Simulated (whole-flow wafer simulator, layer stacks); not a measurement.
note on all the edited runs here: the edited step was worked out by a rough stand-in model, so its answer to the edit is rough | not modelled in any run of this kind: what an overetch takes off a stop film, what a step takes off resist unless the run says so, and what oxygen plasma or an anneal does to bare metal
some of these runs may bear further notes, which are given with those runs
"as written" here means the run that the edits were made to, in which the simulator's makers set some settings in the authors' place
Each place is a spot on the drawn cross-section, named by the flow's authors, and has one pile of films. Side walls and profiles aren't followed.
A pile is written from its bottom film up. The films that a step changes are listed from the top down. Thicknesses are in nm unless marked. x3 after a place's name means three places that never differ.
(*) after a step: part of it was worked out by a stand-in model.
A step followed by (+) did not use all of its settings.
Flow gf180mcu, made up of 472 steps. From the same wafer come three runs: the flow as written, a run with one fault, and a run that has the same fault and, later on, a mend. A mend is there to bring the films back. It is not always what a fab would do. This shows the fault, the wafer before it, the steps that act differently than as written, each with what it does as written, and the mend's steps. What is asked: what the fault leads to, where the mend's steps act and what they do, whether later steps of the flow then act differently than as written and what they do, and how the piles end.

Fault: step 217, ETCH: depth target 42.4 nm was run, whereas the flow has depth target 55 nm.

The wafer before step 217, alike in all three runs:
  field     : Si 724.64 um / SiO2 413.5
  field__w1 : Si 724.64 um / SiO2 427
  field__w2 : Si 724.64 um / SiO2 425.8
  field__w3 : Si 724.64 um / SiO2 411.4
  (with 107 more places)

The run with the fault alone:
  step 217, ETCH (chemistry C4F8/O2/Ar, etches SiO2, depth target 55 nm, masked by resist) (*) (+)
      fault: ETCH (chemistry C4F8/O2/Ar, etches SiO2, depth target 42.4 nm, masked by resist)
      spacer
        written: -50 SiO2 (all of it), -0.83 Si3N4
        fault: -42.4 SiO2
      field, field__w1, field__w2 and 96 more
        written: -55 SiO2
        fault: -42.4 SiO2
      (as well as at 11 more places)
  Later steps of the flow acting differently than as written (not shown: 6 more steps that differ only slightly, by at most 2% or 0.5 nm, whichever is larger):
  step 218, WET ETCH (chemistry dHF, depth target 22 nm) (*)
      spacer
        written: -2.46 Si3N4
        fault: -7.6 SiO2 (all of it), -2.95 Si3N4
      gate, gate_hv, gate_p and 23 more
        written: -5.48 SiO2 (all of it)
        fault: -18.1 SiO2 (all of it)
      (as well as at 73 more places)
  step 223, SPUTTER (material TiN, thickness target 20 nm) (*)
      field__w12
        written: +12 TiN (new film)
        fault: +12.7 TiN (new film)
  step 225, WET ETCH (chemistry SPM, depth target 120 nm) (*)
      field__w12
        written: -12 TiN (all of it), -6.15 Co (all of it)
        fault: -12.7 TiN (all of it), -6.42 Co (all of it)
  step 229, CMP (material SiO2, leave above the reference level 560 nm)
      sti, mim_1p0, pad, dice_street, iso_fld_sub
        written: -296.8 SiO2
        fault: -303.2 SiO2
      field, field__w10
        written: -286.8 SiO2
        fault: -293.1 SiO2
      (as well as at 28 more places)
  At the end the piles are close to the flow's at the places that both follow, differing by at most 2% or 0.5 nm, whichever is larger.

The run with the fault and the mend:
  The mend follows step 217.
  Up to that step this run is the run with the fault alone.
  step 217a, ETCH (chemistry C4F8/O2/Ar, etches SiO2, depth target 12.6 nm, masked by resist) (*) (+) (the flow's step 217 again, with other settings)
      field, field__w1, field__w2 and 96 more
        -12.6 SiO2
      field__w5, field__w9, field__w13 and 8 more
        -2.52 resist
      spacer
        -7.6 SiO2 (all of it), -0.83 Si3N4
  Later steps of the flow that are run all act as written at every place that is followed.
  At every place that both follow, the piles at the end match the flow's.
